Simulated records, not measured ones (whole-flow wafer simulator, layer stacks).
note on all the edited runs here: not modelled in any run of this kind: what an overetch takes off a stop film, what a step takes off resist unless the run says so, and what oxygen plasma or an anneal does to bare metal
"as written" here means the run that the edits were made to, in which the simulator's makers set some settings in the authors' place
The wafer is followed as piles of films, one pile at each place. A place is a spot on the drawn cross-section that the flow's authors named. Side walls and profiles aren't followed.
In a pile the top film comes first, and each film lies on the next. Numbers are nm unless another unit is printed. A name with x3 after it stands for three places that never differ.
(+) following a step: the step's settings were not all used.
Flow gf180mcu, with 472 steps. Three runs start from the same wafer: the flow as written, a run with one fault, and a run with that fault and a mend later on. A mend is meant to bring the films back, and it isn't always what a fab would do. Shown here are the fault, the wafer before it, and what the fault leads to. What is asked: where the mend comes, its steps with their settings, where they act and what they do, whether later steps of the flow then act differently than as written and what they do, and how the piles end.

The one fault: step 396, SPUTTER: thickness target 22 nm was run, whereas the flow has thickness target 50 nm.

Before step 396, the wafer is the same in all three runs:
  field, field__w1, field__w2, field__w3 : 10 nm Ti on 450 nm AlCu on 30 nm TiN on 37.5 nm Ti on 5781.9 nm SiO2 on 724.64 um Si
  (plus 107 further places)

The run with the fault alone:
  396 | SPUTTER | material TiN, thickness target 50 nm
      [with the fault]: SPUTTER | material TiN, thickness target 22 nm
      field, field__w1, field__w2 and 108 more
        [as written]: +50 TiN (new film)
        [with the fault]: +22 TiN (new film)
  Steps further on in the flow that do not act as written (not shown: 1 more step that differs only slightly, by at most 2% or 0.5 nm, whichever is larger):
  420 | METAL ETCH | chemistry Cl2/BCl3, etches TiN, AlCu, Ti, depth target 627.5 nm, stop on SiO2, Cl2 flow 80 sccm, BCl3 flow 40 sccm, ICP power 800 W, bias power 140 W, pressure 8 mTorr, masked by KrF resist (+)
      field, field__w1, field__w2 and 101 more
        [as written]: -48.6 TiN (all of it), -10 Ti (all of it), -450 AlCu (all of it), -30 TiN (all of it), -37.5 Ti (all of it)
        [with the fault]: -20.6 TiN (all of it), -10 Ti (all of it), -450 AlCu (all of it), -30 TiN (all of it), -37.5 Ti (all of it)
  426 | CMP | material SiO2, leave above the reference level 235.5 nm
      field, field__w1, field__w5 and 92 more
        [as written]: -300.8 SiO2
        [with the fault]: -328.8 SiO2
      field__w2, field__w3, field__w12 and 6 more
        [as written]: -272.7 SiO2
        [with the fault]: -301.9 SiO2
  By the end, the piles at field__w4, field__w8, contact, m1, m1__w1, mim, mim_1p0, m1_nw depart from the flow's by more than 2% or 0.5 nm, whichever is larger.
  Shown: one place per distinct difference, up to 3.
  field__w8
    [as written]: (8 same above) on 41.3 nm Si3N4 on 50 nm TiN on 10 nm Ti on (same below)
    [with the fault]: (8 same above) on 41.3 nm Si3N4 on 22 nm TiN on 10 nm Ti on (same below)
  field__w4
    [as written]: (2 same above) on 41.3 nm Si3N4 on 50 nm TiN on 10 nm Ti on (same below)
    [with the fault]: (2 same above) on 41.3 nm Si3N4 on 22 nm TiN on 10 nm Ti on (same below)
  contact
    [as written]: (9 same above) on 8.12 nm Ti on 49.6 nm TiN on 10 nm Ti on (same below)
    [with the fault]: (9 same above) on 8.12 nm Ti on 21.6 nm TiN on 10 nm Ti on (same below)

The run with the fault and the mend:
  The mend stands after step 396.
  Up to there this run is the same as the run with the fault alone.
  396a | SPUTTER | material TiN, thickness target 28 nm (the flow's step 396, run once more with other settings)
      field, field__w1, field__w2 and 108 more
        +28 TiN
  Later steps of the flow that are run all act as written at every place that is followed.
  By the end, the piles equal the flow's at every place that both follow.
